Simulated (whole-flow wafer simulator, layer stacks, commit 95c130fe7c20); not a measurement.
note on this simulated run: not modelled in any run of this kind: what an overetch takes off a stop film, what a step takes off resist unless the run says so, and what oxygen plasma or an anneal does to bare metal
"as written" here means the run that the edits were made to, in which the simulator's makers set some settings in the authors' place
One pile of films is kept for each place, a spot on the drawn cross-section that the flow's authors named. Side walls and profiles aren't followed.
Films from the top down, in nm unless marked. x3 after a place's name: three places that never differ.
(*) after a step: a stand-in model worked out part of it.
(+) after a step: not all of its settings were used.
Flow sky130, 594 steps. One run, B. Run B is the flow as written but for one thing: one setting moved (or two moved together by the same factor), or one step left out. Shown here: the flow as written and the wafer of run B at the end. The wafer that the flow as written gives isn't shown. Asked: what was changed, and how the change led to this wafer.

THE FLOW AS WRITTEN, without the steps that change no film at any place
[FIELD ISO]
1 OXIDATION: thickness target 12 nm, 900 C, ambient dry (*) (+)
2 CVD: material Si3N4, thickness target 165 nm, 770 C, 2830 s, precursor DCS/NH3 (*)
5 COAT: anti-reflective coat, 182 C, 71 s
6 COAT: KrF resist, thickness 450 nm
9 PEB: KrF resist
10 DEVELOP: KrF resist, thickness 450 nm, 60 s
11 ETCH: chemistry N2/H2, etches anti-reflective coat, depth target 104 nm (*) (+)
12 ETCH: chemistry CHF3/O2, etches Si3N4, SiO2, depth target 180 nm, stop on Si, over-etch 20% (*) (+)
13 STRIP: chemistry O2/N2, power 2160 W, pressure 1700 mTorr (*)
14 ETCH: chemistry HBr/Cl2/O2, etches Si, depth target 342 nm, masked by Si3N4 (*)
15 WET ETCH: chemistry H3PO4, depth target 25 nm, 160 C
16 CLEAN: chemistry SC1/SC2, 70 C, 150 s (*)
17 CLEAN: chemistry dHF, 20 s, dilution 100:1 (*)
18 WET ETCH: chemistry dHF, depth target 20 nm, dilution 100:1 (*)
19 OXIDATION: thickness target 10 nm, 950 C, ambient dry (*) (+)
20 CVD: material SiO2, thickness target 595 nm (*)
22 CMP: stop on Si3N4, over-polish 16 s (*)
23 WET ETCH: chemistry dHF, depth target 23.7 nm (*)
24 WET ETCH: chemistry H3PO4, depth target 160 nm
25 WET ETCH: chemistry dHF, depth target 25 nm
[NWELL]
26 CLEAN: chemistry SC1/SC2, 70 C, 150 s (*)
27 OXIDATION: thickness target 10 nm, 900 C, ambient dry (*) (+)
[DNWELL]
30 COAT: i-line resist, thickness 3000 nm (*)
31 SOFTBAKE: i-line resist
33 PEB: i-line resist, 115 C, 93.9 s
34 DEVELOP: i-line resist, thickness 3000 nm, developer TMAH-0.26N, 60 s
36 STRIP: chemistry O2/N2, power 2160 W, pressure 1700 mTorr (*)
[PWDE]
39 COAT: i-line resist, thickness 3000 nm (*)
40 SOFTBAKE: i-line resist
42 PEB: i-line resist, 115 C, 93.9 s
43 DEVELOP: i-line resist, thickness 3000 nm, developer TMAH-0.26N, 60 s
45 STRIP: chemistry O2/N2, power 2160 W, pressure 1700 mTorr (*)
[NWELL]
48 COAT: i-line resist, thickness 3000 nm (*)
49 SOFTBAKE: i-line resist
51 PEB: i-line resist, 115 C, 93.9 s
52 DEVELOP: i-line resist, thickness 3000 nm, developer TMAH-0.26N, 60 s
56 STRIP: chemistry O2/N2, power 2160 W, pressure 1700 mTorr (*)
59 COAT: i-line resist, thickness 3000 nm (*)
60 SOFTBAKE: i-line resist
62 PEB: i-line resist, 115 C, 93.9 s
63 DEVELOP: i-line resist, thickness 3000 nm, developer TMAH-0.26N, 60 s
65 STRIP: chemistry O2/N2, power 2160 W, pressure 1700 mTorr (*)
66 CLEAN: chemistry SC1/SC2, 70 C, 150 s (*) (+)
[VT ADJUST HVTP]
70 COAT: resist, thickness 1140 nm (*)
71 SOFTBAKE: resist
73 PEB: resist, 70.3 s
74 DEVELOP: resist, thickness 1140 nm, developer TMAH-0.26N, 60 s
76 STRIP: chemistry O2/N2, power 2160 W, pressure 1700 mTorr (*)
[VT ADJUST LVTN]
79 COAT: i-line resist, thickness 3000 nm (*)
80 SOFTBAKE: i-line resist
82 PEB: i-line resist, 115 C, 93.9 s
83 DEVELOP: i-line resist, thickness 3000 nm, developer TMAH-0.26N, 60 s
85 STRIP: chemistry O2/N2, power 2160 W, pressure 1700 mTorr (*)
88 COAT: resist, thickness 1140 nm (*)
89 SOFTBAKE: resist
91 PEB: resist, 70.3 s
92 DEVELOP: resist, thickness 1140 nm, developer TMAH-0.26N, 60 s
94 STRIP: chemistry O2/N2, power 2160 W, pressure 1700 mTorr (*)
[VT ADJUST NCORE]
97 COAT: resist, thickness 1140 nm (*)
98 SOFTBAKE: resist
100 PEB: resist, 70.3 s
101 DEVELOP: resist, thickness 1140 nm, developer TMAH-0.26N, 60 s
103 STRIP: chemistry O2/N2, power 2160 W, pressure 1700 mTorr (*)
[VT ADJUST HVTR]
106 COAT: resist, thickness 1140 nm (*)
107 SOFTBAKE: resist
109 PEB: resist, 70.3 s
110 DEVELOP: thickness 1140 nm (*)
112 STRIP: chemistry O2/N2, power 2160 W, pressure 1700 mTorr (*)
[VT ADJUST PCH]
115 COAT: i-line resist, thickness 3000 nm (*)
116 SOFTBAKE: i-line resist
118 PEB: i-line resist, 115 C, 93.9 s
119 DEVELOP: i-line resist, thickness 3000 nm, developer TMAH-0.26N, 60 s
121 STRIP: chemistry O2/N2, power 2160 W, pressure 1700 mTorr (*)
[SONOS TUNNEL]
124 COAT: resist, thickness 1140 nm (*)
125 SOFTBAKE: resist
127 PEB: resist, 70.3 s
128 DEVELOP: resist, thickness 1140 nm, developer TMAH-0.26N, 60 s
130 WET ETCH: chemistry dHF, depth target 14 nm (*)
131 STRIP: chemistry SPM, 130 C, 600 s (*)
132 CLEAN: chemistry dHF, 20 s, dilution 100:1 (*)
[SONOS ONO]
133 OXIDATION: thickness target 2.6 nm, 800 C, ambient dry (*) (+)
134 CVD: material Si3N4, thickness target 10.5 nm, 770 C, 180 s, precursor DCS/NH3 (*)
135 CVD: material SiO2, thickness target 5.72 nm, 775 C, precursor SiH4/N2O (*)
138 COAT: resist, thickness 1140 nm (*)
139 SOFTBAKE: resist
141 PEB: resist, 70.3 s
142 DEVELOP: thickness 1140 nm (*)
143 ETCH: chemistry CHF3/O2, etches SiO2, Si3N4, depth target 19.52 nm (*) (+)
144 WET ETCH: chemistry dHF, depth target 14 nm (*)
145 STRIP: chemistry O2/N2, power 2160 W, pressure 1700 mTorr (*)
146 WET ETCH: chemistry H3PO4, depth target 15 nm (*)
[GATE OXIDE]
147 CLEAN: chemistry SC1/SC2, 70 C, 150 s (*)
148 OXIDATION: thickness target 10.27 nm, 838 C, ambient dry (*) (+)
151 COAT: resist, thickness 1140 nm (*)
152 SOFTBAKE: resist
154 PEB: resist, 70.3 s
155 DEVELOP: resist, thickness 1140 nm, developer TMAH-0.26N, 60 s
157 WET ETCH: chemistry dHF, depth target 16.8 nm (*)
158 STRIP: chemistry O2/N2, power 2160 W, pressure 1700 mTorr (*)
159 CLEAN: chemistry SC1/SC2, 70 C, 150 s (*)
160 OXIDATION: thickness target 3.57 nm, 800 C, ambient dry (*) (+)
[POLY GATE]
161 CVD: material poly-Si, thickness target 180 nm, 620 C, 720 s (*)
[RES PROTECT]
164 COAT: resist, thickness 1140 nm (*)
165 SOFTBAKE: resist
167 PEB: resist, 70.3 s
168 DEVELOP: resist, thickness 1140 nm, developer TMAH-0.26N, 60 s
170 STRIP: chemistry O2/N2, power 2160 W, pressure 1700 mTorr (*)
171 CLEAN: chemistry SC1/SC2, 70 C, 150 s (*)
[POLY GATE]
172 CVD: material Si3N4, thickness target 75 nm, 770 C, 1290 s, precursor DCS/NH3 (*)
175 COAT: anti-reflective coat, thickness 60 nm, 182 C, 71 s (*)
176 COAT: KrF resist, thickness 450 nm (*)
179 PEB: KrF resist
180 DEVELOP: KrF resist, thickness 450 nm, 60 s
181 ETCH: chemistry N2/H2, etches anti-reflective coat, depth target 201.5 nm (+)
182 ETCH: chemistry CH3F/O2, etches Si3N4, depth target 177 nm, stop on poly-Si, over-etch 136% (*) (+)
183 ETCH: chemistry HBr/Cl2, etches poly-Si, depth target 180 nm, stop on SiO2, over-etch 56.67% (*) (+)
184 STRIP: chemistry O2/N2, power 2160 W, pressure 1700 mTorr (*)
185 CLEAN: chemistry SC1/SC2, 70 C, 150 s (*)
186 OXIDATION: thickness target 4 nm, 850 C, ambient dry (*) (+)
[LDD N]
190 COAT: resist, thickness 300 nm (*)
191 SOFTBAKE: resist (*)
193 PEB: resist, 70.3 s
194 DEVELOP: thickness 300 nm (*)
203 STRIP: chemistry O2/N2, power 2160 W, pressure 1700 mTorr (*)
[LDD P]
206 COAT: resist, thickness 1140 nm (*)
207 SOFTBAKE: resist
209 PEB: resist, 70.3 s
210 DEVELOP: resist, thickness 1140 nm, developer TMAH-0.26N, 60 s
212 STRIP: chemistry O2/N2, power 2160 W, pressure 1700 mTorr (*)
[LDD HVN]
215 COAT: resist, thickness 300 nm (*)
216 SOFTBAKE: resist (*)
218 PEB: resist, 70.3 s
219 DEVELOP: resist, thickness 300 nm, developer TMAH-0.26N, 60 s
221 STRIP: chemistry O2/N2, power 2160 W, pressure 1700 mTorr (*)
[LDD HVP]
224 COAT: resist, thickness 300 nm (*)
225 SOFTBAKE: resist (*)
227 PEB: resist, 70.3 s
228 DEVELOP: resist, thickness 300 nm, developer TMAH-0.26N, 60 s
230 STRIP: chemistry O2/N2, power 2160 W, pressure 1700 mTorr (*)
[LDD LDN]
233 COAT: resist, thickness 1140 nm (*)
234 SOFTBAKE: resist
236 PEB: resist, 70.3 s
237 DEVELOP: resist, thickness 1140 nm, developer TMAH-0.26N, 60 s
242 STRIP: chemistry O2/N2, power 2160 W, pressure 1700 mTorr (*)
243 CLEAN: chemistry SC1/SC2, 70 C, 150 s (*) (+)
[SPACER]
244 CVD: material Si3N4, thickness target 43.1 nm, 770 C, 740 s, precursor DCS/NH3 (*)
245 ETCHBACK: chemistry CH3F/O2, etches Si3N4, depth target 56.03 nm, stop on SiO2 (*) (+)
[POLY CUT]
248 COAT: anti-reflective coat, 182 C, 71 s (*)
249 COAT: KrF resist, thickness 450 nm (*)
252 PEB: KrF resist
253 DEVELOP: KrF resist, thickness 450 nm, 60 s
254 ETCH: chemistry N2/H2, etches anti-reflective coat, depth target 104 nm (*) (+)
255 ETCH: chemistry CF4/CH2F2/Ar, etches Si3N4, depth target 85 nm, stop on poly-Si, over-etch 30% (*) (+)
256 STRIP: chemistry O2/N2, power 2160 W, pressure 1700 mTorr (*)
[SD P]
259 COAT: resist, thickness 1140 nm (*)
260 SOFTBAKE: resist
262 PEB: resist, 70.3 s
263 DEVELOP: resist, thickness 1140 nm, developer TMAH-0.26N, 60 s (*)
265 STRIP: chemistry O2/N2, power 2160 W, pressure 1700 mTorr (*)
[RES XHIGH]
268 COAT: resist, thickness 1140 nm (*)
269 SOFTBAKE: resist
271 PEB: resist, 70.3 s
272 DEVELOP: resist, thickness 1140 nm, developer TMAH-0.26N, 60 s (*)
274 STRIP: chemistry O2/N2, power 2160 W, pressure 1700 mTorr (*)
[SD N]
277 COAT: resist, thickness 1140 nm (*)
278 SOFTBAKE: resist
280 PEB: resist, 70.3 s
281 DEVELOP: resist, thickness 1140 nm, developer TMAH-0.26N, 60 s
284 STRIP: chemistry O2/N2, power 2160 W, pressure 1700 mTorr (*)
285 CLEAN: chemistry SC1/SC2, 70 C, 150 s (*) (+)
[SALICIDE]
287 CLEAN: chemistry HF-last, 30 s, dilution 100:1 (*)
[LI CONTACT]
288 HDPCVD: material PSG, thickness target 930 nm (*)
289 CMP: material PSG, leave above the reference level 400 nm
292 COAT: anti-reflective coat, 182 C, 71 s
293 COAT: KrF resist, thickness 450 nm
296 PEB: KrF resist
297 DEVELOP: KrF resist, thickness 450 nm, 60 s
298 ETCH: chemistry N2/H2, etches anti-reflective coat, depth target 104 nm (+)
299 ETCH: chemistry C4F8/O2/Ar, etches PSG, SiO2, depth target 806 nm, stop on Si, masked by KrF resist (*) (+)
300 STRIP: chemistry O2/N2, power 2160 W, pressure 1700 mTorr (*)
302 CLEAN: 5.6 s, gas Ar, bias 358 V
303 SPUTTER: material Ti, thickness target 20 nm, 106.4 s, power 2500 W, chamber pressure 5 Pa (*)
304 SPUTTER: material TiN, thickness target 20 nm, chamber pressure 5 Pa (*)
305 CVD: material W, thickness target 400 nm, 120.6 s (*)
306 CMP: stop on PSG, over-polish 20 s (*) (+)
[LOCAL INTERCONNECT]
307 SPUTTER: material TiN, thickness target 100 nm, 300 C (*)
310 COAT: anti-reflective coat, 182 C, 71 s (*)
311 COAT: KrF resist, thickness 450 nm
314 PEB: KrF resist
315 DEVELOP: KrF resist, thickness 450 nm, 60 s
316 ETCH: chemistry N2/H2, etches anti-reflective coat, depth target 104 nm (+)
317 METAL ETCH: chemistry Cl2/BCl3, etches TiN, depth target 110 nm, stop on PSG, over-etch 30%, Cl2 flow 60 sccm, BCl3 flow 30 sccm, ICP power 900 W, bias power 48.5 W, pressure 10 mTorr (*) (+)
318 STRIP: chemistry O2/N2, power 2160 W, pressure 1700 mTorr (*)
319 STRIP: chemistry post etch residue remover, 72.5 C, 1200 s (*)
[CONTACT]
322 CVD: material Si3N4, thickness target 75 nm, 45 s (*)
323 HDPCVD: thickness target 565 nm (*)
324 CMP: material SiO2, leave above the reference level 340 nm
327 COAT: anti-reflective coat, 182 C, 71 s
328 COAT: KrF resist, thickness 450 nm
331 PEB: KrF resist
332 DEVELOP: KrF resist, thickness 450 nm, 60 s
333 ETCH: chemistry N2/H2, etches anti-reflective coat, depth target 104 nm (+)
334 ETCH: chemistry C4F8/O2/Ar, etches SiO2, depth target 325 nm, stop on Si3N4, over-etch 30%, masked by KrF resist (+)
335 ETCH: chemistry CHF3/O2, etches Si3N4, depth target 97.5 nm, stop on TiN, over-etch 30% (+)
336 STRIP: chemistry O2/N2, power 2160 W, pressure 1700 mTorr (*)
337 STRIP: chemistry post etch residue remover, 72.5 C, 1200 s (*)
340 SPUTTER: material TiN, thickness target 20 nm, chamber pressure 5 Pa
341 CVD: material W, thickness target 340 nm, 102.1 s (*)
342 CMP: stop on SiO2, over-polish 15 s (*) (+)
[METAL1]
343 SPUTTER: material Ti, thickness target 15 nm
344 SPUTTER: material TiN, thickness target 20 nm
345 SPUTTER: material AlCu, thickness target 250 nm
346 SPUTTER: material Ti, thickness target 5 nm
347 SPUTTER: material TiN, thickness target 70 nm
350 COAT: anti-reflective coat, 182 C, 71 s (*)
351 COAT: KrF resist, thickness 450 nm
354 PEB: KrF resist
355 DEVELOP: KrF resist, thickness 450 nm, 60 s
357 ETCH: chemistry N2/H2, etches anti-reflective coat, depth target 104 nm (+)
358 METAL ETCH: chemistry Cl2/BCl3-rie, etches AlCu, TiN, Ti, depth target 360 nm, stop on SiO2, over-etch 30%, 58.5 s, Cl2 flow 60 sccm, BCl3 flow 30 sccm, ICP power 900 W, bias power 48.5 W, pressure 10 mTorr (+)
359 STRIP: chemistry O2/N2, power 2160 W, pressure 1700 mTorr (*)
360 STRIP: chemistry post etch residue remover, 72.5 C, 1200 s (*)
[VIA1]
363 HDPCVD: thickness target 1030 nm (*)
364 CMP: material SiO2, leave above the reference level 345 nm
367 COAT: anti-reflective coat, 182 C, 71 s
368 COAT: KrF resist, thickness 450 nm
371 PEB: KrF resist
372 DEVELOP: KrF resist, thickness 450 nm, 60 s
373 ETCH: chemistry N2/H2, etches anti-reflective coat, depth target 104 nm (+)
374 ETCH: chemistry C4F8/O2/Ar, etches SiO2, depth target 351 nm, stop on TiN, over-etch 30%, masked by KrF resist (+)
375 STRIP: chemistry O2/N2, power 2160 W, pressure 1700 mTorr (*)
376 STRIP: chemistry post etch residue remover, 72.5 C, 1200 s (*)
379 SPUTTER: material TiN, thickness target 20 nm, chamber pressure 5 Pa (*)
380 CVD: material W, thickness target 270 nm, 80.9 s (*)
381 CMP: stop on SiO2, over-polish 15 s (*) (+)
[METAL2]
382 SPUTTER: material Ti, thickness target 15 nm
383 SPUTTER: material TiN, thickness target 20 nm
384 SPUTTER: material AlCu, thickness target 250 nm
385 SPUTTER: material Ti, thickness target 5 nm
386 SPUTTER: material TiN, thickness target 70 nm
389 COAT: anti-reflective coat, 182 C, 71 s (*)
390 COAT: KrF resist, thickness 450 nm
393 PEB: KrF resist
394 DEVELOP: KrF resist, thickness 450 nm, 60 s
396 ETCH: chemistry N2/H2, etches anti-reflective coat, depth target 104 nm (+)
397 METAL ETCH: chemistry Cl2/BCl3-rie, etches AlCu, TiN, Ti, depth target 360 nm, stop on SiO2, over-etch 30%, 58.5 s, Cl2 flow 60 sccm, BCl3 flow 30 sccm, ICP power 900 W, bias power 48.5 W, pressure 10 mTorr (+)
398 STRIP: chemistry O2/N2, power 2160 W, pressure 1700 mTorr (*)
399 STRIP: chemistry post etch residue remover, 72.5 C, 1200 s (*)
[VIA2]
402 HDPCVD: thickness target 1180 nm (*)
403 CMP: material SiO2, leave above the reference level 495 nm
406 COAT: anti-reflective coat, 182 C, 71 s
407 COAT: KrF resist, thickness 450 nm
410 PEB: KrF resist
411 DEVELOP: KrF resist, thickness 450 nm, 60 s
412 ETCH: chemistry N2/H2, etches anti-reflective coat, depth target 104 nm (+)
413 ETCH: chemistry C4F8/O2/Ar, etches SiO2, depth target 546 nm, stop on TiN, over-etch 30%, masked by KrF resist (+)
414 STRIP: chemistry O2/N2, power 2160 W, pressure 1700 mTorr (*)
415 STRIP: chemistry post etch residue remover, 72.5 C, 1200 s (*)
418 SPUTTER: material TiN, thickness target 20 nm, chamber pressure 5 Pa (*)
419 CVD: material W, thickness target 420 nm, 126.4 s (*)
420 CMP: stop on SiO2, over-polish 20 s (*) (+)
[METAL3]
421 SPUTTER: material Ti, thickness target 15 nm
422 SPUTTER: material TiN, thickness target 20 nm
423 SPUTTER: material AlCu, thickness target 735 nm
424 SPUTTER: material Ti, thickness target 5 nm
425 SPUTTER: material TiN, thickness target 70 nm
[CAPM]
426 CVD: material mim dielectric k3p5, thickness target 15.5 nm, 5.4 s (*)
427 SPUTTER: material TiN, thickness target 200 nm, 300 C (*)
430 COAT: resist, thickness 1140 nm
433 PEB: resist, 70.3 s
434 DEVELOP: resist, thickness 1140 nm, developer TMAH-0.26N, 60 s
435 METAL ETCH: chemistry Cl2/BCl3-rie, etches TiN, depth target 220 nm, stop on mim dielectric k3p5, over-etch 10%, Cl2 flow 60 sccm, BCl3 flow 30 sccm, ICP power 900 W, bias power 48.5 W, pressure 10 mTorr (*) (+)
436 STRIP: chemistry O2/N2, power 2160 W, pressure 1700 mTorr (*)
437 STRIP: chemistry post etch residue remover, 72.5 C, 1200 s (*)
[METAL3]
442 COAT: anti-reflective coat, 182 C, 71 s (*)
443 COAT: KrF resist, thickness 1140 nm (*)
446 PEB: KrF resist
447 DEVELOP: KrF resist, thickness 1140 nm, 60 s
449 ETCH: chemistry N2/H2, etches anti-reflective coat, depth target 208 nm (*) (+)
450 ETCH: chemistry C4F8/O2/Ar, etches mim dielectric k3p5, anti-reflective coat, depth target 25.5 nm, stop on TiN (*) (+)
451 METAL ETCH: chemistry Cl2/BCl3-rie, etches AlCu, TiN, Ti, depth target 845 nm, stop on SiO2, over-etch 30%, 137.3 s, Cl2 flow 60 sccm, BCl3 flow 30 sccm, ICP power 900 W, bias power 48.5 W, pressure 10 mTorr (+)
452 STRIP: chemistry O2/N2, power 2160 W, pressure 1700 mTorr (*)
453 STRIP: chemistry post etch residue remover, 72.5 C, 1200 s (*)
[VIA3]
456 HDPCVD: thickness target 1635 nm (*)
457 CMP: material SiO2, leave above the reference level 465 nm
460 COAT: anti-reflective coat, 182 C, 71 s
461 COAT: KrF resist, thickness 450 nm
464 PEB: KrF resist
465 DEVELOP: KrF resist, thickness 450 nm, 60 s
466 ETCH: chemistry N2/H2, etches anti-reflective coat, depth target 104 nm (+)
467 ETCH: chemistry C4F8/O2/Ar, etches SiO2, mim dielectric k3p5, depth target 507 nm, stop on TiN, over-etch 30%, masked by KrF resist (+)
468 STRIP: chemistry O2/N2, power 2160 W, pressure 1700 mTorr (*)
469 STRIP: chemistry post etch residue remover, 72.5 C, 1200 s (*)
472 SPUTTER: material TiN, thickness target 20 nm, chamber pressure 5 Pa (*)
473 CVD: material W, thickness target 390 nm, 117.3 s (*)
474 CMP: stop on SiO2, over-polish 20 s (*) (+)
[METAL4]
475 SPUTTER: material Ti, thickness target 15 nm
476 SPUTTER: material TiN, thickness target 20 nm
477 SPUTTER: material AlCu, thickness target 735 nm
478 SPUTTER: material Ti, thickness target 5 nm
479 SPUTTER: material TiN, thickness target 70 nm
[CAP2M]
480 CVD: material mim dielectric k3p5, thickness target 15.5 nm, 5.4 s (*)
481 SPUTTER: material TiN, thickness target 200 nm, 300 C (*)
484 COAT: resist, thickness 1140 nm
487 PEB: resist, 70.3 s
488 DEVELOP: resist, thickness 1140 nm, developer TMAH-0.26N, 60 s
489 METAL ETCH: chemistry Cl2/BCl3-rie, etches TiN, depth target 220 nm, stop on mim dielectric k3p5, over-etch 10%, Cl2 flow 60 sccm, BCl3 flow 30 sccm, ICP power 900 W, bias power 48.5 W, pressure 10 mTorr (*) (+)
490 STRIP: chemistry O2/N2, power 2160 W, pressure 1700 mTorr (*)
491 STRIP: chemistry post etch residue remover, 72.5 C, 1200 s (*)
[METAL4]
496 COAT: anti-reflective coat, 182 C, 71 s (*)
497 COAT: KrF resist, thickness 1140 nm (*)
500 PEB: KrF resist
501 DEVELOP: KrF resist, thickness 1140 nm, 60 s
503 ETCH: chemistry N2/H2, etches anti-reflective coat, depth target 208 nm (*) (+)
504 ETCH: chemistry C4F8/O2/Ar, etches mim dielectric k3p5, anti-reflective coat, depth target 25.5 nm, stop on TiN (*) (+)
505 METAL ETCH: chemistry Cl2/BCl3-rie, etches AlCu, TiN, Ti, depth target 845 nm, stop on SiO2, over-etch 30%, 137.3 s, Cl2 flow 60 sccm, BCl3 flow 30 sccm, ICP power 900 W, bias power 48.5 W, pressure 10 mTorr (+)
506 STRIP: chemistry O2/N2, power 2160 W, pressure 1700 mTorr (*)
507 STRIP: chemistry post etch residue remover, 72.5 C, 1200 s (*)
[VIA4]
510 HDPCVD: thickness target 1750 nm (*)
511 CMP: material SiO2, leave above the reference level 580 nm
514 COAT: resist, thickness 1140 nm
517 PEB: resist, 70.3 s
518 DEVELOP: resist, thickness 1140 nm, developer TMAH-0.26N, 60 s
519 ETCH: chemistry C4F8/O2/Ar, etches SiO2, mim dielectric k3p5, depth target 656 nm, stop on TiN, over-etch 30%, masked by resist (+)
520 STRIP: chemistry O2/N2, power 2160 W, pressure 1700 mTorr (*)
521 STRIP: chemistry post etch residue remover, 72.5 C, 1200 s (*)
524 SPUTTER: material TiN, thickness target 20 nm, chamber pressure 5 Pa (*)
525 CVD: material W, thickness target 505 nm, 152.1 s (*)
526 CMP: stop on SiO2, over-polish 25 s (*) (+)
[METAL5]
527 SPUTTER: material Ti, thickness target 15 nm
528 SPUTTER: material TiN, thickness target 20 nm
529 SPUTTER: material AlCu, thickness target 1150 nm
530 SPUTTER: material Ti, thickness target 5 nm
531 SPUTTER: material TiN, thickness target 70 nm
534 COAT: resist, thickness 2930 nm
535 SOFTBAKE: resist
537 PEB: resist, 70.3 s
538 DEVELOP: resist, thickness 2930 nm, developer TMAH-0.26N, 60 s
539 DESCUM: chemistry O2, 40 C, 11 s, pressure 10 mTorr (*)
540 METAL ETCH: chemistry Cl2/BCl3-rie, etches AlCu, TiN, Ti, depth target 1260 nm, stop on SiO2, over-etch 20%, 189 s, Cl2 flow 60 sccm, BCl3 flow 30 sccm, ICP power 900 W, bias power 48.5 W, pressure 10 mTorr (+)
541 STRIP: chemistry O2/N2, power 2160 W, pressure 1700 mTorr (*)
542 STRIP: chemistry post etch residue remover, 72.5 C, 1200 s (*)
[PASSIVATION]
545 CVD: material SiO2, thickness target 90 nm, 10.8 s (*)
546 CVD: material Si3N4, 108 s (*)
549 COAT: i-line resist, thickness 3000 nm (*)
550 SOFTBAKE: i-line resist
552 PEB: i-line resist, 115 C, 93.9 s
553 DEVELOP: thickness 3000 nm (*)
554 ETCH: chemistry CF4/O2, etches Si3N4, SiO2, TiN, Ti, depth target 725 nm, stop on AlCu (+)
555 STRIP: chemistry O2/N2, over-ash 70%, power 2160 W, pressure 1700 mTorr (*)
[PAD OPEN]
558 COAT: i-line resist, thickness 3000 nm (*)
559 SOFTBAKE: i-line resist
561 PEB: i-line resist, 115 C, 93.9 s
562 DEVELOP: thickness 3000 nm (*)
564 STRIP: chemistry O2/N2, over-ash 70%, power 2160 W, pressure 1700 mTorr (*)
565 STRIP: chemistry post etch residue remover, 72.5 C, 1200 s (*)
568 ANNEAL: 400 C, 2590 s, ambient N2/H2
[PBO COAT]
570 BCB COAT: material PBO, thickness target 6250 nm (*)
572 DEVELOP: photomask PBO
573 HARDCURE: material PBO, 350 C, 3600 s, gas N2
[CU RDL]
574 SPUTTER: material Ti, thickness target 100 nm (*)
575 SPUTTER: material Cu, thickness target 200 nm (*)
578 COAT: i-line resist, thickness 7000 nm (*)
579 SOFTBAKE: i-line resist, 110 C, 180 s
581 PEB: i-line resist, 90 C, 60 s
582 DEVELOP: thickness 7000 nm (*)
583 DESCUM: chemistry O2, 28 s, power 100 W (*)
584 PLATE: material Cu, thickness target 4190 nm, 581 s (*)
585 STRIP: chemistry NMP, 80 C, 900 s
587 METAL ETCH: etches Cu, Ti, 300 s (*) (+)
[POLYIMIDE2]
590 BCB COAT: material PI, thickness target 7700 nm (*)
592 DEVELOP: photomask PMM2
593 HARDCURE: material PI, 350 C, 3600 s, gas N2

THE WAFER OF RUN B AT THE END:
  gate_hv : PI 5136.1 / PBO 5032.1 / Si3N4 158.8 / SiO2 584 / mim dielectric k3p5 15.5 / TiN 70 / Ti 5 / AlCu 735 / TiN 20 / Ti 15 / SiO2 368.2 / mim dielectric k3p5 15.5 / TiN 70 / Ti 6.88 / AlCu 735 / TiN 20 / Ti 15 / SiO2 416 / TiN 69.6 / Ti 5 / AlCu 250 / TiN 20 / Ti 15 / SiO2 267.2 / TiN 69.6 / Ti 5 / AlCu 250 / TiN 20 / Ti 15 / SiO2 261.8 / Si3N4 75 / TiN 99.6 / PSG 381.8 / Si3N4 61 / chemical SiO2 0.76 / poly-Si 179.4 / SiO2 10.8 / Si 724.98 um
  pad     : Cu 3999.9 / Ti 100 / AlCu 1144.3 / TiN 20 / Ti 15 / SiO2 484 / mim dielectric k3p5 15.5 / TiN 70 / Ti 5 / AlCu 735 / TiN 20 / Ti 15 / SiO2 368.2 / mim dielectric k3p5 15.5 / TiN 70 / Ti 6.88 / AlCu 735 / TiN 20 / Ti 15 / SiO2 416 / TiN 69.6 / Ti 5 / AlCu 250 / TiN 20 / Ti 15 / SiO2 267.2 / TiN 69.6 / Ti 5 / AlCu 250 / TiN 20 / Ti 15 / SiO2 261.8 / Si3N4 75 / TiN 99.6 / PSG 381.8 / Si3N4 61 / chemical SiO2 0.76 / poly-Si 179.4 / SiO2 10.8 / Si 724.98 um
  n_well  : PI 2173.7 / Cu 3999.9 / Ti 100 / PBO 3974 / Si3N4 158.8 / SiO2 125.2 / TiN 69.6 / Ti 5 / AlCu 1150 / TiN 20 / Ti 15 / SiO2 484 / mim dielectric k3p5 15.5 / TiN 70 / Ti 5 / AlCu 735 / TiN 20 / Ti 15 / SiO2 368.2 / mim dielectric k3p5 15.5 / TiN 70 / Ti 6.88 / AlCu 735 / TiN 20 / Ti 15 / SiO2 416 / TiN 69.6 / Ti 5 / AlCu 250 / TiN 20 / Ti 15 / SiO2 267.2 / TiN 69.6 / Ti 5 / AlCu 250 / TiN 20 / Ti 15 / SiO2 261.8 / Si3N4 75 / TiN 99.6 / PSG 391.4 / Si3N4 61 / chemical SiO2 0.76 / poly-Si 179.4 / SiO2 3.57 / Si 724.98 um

The cause: step 424, SPUTTER: thickness target 6.88 nm was run, where the flow has thickness target 5 nm.
It can be read off the wafer: gate_hv has Ti 6.88, and step 424 as written asks for 5 nm.

How the change led to this, step by step:
  424 SPUTTER: material Ti, thickness target 5 nm
      field, active, n_well and 188 more: Ti +6.88 (new film) (as written it would be: Ti +5 (new film))
  451 METAL ETCH: chemistry Cl2/BCl3-rie, etches AlCu, TiN, Ti, depth target 845 nm, stop on SiO2, over-etch 30%, 137.3 s, Cl2 flow 60 sccm, BCl3 flow 30 sccm, ICP power 900 W, bias power 48.5 W, pressure 10 mTorr (+)
      field, gate, spacer and 68 more: TiN -70 (all of it), Ti -6.88 (all of it), AlCu -735 (all of it), TiN -20 (all of it), Ti -15 (all of it), SiO2 -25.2 (as written it would be: TiN -70 (all of it), Ti -5 (all of it), AlCu -735 (all of it), TiN -20 (all of it), Ti -15 (all of it), SiO2 -25.4)
      active, vpp_ln, vpp_iso2 and 11 more: TiN -70 (all of it), Ti -6.88 (all of it), AlCu -735 (all of it), TiN -20 (all of it), Ti -15 (all of it), SiO2 -25.2 (as written it would be: TiN -70 (all of it), Ti -5 (all of it), AlCu -735 (all of it), TiN -20 (all of it), Ti -15 (all of it), SiO2 -25.3)
